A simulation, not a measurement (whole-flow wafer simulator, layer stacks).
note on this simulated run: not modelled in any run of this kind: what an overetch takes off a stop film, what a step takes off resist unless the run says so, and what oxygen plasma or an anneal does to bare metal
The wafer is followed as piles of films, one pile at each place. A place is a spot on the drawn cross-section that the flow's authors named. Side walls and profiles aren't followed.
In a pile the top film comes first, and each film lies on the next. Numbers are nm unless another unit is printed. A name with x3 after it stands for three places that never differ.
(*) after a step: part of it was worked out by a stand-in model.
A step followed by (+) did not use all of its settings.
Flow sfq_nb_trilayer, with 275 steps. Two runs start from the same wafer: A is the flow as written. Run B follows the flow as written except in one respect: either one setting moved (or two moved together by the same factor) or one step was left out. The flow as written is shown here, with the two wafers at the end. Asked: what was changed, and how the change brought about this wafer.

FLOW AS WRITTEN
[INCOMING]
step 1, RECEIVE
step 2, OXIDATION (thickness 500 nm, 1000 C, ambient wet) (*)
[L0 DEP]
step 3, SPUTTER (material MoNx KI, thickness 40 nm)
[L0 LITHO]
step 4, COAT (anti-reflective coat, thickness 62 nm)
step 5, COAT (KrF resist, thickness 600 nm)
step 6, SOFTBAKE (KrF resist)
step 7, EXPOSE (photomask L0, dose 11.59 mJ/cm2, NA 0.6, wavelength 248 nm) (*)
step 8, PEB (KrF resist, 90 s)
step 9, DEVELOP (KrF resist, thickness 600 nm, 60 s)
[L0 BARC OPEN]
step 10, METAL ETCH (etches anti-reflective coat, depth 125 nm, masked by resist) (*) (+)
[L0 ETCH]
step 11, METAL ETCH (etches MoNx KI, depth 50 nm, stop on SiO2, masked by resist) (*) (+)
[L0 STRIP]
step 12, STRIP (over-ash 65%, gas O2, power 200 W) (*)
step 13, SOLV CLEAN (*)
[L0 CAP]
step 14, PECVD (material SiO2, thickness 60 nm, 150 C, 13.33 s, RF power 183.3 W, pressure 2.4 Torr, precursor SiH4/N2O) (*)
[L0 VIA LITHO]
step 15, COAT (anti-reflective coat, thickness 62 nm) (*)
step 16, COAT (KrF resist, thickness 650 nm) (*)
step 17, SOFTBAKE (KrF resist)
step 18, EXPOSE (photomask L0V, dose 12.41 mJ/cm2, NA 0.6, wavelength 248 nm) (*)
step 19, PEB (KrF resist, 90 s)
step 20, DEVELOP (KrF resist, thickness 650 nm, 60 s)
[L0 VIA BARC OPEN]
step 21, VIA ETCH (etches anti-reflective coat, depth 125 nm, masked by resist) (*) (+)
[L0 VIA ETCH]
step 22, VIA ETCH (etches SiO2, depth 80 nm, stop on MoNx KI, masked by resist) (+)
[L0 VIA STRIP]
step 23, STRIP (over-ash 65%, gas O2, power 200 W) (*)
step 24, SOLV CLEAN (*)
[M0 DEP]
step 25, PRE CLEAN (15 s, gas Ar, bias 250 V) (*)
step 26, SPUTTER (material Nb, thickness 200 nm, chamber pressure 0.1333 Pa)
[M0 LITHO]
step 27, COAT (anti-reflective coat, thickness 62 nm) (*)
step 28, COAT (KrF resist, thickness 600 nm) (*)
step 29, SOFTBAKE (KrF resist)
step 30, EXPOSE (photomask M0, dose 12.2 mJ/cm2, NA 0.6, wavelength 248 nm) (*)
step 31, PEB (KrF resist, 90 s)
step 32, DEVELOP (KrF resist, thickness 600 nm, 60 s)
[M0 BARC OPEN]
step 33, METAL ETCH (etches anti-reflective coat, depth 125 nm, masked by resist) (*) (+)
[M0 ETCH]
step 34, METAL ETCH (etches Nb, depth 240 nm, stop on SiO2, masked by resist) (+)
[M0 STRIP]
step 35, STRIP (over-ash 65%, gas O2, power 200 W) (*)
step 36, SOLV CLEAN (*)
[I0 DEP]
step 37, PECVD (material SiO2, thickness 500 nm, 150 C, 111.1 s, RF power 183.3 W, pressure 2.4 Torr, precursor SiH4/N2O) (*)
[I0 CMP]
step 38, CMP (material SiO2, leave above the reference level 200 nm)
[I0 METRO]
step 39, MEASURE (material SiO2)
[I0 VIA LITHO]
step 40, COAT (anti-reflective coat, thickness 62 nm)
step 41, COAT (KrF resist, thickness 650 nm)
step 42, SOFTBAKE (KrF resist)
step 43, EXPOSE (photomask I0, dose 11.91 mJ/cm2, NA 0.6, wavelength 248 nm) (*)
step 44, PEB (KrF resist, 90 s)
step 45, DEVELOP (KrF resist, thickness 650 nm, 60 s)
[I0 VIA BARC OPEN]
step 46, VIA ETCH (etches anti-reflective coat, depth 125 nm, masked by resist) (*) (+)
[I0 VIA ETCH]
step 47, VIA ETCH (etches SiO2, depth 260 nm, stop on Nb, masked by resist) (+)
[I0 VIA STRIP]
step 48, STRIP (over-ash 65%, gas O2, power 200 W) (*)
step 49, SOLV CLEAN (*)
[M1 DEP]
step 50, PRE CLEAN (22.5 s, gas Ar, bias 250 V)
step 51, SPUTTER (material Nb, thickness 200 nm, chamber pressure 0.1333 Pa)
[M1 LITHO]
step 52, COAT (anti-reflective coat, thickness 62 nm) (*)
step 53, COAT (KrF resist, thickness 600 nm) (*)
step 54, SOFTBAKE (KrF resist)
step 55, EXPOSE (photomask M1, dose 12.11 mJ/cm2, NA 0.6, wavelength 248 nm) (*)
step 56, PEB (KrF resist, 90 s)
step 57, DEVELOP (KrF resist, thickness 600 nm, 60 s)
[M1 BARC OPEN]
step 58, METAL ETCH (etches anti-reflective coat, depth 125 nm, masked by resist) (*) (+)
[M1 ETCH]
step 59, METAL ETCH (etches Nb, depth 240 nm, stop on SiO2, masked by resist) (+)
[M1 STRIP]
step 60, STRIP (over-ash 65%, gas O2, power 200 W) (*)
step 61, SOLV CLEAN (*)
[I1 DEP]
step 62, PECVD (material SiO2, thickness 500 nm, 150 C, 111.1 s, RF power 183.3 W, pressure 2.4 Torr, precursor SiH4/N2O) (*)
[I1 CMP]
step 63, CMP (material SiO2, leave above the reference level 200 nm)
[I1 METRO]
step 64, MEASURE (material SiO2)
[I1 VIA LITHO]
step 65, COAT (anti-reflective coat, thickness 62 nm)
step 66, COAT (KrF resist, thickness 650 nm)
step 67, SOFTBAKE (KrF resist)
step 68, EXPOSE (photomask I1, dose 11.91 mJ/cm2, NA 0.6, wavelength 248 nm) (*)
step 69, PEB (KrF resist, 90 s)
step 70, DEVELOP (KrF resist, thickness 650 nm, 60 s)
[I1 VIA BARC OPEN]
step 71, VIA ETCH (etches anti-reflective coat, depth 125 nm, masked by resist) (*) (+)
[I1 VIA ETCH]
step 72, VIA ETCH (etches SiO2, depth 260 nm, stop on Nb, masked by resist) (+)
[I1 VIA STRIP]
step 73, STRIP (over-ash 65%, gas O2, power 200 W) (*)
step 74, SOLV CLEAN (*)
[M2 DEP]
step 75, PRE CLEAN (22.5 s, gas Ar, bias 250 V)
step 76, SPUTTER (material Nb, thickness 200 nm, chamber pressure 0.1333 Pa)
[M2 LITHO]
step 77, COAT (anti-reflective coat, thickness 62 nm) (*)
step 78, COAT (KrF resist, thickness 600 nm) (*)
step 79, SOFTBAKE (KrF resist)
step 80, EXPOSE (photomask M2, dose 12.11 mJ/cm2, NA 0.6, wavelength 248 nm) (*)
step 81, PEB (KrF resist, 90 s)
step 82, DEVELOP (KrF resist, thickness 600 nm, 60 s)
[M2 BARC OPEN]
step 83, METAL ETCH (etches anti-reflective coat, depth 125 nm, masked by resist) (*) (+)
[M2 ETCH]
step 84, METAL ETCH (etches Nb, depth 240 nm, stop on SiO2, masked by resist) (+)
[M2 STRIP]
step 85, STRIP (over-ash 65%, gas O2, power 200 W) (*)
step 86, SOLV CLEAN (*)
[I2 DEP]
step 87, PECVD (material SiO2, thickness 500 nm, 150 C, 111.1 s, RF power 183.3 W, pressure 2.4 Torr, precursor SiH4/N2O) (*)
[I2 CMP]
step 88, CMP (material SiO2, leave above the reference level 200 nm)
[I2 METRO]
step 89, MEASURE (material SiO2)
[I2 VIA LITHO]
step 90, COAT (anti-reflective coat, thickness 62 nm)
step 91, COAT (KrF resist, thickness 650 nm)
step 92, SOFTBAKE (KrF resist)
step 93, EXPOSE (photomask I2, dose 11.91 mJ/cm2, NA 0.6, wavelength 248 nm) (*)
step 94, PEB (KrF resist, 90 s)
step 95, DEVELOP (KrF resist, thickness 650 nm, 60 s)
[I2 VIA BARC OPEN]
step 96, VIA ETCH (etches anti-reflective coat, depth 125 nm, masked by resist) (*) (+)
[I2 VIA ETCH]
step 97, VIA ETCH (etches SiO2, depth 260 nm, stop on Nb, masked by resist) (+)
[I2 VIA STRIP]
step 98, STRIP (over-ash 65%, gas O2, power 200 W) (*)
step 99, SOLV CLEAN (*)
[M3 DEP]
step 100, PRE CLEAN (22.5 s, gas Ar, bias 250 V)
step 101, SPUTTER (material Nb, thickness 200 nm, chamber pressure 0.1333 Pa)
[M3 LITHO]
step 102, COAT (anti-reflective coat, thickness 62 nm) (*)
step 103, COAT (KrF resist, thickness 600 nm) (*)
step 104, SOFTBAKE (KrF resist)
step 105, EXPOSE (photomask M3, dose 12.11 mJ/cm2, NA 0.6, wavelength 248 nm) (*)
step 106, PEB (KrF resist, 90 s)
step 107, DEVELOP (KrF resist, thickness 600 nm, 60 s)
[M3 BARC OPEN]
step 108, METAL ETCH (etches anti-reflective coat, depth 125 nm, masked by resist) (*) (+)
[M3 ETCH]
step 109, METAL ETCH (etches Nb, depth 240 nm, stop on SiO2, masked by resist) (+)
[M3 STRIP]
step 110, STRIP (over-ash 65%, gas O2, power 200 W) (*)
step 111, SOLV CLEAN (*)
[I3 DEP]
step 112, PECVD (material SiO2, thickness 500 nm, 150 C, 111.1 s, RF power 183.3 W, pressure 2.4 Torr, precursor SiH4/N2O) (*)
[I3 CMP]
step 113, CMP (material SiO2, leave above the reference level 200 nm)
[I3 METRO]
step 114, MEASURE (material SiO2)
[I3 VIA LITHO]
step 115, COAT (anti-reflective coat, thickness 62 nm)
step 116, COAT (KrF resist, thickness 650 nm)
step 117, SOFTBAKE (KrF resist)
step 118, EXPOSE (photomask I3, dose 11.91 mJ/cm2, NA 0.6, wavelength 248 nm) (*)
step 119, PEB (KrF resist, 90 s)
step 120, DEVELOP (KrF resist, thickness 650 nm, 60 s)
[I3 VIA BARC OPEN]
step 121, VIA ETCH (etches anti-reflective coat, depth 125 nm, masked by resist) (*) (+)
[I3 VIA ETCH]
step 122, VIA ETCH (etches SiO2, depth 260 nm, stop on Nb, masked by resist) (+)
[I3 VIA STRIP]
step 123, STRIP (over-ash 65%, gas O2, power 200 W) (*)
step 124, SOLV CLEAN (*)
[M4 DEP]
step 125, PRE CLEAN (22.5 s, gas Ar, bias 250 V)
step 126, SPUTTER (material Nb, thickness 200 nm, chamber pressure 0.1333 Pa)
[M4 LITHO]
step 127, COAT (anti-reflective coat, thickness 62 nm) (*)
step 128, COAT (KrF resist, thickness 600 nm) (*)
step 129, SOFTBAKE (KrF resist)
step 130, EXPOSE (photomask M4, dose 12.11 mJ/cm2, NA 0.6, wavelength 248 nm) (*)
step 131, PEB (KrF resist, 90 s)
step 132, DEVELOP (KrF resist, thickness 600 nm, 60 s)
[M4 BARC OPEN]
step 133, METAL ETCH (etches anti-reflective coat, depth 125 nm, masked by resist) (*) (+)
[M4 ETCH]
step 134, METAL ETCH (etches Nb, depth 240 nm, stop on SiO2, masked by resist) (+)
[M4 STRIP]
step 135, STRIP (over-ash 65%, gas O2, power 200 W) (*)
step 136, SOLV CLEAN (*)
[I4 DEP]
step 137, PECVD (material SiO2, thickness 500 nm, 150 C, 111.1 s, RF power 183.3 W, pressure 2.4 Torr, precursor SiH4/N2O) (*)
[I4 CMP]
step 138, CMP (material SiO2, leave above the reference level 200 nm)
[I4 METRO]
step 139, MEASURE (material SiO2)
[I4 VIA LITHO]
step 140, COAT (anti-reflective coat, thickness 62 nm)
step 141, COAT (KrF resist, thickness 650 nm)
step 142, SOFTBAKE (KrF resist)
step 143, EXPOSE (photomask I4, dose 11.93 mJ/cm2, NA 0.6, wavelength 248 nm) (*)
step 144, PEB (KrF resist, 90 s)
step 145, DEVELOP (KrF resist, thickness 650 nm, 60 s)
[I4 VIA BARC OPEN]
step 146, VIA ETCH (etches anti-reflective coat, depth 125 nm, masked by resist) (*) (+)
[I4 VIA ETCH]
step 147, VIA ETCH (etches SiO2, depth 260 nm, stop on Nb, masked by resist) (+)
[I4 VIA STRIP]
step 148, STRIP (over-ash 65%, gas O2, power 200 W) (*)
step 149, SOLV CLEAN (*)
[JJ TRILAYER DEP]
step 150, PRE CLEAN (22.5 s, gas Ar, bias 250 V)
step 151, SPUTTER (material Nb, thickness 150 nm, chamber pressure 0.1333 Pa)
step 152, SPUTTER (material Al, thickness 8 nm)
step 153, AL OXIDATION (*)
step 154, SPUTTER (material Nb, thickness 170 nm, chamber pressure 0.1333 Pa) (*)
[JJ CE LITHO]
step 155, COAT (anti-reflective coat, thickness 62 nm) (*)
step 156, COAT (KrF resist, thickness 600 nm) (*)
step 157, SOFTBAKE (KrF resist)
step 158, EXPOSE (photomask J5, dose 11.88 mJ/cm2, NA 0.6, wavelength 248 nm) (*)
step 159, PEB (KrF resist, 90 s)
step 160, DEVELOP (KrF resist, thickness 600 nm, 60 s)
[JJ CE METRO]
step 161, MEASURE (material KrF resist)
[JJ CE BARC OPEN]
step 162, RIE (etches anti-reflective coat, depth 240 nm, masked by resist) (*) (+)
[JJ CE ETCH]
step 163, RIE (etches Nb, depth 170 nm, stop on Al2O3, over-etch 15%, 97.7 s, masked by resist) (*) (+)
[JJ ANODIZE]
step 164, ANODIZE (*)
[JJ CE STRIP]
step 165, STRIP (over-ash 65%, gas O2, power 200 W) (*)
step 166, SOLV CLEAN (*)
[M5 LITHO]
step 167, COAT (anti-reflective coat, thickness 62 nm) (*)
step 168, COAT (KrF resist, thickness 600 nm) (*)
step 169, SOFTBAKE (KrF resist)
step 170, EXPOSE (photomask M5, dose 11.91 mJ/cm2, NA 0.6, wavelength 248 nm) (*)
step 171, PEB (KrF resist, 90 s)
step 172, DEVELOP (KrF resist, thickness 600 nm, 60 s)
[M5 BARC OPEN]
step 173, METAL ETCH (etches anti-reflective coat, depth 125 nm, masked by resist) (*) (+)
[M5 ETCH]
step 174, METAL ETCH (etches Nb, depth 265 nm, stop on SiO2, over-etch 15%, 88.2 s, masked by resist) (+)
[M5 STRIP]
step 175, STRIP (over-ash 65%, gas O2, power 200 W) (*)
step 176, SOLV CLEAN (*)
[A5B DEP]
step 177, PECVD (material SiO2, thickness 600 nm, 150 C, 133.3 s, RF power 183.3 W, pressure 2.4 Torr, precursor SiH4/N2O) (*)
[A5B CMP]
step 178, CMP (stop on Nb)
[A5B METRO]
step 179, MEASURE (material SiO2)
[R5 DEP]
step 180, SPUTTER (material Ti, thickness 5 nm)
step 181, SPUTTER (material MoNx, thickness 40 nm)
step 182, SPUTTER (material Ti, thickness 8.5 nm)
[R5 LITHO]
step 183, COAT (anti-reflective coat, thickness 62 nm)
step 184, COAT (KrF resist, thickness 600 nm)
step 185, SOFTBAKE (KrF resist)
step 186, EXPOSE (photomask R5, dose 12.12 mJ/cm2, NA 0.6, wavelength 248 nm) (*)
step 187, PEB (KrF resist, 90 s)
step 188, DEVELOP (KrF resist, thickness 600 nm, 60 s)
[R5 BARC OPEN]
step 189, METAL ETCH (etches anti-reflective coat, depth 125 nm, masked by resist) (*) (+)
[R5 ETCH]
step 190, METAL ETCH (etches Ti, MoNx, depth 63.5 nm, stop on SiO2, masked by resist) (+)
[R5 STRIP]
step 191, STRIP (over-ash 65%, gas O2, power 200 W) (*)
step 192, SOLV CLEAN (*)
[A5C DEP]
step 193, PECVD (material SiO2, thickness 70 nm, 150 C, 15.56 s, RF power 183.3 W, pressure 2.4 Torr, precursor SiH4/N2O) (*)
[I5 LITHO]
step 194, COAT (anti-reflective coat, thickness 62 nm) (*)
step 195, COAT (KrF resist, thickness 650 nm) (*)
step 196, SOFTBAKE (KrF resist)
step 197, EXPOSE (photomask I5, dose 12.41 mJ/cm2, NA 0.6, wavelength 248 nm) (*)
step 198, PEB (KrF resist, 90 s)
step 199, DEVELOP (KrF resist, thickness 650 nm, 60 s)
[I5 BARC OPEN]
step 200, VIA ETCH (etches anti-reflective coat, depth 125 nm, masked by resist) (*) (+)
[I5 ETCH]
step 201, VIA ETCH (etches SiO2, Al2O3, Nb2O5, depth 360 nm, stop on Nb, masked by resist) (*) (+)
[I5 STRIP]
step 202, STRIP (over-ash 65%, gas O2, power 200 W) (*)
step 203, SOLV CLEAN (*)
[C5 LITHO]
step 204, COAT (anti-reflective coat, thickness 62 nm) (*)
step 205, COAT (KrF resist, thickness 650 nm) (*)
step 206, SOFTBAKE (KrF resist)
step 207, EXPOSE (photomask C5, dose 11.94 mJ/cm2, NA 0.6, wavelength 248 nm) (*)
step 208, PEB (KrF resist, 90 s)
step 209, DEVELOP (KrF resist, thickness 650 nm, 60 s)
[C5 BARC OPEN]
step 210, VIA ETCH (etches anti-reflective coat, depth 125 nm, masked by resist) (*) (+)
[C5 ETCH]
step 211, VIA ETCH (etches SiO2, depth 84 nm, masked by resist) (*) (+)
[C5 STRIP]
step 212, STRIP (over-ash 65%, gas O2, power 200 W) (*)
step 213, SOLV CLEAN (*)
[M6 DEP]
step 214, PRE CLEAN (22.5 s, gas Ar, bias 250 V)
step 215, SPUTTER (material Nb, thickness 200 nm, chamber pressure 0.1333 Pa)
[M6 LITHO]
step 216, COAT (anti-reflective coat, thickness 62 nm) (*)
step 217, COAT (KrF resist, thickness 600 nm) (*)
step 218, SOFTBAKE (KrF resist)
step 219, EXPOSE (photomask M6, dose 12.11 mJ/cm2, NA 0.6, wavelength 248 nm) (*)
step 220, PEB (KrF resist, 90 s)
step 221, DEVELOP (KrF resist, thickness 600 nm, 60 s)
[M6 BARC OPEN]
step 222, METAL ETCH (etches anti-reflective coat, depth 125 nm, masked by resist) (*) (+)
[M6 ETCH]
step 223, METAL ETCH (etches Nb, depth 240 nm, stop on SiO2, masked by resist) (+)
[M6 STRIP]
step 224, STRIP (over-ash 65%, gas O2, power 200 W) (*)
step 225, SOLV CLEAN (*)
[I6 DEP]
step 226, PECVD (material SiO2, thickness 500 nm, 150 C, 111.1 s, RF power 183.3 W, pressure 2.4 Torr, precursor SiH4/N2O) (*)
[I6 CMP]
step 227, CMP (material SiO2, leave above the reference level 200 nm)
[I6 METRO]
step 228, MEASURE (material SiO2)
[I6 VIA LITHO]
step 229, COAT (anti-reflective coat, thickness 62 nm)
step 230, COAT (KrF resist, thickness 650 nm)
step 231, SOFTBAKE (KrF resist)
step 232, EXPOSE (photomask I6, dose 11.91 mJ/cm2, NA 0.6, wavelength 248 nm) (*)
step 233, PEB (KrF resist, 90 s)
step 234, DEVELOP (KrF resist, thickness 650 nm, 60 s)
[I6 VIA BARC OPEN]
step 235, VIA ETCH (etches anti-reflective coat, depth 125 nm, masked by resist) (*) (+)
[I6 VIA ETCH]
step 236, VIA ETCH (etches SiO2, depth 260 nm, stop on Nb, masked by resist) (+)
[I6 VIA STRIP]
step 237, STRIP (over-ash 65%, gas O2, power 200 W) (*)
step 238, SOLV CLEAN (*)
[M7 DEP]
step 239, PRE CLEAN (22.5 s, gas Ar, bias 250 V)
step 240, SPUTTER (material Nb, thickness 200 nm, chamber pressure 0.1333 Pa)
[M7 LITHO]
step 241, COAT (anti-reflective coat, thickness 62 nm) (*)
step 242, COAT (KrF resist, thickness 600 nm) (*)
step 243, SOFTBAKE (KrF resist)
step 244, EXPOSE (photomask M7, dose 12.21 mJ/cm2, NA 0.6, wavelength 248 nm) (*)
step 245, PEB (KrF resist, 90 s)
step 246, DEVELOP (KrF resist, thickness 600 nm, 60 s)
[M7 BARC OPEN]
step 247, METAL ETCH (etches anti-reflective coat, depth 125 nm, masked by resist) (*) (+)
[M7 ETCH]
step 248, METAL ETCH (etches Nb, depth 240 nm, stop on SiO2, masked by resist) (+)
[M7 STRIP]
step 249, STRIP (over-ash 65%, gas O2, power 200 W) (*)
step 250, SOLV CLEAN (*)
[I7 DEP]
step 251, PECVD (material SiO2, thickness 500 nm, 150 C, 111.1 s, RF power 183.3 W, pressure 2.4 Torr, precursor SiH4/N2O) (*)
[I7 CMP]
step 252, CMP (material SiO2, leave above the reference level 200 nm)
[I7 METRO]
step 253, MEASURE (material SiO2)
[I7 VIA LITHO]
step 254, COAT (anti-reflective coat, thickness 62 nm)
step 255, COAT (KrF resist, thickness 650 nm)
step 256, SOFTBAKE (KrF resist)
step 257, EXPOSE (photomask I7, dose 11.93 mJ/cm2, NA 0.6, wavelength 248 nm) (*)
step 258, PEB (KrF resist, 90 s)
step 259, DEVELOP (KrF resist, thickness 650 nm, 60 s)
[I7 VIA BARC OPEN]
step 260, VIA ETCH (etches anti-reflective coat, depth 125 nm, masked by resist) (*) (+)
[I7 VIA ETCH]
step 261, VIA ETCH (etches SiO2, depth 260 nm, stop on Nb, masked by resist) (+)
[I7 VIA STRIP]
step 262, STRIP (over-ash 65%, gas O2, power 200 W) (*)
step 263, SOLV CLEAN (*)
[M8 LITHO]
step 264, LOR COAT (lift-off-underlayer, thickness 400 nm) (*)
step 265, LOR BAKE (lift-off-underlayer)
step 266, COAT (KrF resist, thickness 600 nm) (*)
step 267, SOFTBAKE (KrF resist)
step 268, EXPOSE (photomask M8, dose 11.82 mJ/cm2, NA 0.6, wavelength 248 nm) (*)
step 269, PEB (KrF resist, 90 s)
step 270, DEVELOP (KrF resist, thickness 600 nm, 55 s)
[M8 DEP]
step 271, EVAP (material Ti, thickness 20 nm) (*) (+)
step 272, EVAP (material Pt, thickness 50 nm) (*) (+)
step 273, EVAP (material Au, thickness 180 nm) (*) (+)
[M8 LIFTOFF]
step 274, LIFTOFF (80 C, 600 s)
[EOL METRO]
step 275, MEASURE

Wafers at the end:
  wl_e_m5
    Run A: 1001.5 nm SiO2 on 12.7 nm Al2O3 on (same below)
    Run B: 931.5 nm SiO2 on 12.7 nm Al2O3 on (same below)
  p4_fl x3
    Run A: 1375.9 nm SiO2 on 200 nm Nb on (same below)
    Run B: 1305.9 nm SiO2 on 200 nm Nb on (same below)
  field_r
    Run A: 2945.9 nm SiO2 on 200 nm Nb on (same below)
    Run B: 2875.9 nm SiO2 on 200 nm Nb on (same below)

Cause: step 227, CMP: leave above the reference level 130 nm was run, whereas the flow has leave above the reference level 200 nm.

The path from the change to this, step by step:
  step 227, CMP (material SiO2, leave above the reference level 200 nm)
      field_l, p4_fl x3, p4_w1 x3 and 55 more: A SiO2 loses 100 | B SiO2 loses 170
      v_sur, via_wl, via_w and 15 more: A SiO2 loses 300 | B SiO2 loses 370
      (as well as at 26 more places)
  step 236, VIA ETCH (etches SiO2, depth 260 nm, stop on Nb, masked by resist) (+)
      field_l, v_sur, via_wl and 102 more: A KrF resist loses 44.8 | B KrF resist loses 33.6
      via_v: A SiO2 loses 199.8 (all of it) | B SiO2 loses 129.8 (all of it)
  step 237, STRIP (over-ash 65%, gas O2, power 200 W) (*)
      field_l, v_sur, via_wl and 102 more: A KrF resist loses 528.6 (all of it), anti-reflective coat loses 62 (all of it) | B KrF resist loses 539.9 (all of it), anti-reflective coat loses 62 (all of it)
  step 240, SPUTTER (material Nb, thickness 200 nm, chamber pressure 0.1333 Pa)
      via_v: A Nb gains 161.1 | B Nb gains 178.2
  step 241, COAT (anti-reflective coat, thickness 62 nm) (*)
      via_sp: A anti-reflective coat gains 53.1 (new film) | B anti-reflective coat gains 54.3 (new film)
      via_v: A anti-reflective coat gains 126 (new film) | B anti-reflective coat gains 109.2 (new film)
      (as well as at 1 more place)
  step 242, COAT (KrF resist, thickness 600 nm) (*)
      via_v: A KrF resist gains 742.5 (new film) | B KrF resist gains 683.8 (new film)
  step 249, STRIP (over-ash 65%, gas O2, power 200 W) (*)
      via_sp: A KrF resist loses 373.6 (all of it), anti-reflective coat loses 53.1 (all of it) | B KrF resist loses 378.5 (all of it), anti-reflective coat loses 54.3 (all of it)
      via_v: A KrF resist loses 524.5 (all of it), anti-reflective coat loses 126 (all of it) | B KrF resist loses 466 (all of it), anti-reflective coat loses 109.2 (all of it)
      (as well as at 1 more place)
  step 251, PECVD (material SiO2, thickness 500 nm, 150 C, 111.1 s, RF power 183.3 W, pressure 2.4 Torr, precursor SiH4/N2O) (*)
      via_v: A SiO2 gains 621 (new film) | B SiO2 gains 507.8 (new film)
  step 252, CMP (material SiO2, leave above the reference level 200 nm)
      via_v: A SiO2 loses 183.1 | B SiO2 loses 157.1
